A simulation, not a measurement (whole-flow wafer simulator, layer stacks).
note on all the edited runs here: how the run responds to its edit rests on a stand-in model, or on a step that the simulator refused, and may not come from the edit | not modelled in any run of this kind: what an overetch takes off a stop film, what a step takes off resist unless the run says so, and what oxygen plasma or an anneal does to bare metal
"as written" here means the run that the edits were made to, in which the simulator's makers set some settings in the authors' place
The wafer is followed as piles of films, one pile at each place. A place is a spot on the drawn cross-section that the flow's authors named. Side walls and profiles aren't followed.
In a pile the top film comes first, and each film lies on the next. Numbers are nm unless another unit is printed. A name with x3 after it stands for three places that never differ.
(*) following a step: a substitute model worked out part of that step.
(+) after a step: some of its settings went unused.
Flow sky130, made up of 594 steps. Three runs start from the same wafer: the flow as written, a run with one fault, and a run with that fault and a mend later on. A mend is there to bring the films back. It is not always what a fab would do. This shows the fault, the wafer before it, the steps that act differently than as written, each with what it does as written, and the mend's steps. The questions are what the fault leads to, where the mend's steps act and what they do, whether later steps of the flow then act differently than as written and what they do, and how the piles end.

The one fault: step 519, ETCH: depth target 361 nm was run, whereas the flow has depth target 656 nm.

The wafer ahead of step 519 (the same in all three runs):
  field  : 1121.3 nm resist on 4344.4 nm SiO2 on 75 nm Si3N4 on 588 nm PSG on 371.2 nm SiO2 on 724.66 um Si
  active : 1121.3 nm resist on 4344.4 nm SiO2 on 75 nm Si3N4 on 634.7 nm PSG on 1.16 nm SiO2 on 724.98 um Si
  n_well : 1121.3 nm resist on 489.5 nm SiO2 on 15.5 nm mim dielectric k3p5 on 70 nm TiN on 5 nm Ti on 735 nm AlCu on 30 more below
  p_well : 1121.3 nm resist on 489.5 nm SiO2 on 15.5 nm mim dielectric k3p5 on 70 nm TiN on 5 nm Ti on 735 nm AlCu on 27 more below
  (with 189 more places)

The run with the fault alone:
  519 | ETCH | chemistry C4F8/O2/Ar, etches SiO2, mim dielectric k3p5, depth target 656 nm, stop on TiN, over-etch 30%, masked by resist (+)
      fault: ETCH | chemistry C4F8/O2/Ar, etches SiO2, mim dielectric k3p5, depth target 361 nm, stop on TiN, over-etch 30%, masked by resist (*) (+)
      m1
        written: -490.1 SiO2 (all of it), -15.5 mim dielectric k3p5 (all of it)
        fault: -361 SiO2
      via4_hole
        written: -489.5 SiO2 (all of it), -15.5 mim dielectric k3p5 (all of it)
        fault: -361 SiO2
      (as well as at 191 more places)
  Steps further on in the flow that do not act as written (1 more step, not shown, differs only slightly: by at most 2% or 0.5 nm, whichever is larger):
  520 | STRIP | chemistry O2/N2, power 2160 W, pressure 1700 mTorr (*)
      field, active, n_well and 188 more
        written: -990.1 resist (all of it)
        fault: -1049.1 resist (all of it)
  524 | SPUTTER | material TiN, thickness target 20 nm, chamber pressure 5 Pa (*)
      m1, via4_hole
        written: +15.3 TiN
        fault: +16.3 TiN (new film)
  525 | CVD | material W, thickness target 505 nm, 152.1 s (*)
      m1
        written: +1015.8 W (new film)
        fault: +673 W (new film)
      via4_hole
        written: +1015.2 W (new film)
        fault: +674.7 W (new film)
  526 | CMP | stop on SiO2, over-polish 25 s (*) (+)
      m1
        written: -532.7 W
        fault: -335.9 W
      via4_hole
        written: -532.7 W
        fault: -337.6 W
  By the end, the piles at m1, via4_hole depart from the flow's by more than 2% or 0.5 nm, whichever is larger.
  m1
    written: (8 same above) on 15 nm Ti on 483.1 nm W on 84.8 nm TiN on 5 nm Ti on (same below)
    fault: (8 same above) on 15 nm Ti on 337 nm W on 16.3 nm TiN on 129.1 nm SiO2 on 15.5 nm mim dielectric k3p5 on 70 nm TiN on 5 nm Ti on (same below)
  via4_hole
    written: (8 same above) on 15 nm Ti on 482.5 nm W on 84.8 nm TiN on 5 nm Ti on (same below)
    fault: (8 same above) on 15 nm Ti on 337 nm W on 16.3 nm TiN on 128.5 nm SiO2 on 15.5 nm mim dielectric k3p5 on 70 nm TiN on 5 nm Ti on (same below)

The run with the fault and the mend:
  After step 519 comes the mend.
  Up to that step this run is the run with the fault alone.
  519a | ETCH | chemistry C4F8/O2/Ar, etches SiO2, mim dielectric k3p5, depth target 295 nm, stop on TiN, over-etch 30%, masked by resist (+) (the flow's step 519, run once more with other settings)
      field, active, n_well and 188 more
        -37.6 resist
      m1
        -129.1 SiO2 (all of it), -15.5 mim dielectric k3p5 (all of it)
      via4_hole
        -128.5 SiO2 (all of it), -15.5 mim dielectric k3p5 (all of it)
  Steps further on in the flow that do not act as written:
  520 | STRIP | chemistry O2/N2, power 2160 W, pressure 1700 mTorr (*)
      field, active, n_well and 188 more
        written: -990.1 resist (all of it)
        mend: -1011.5 resist (all of it)
  The piles end the same as the flow's at every place that both follow.
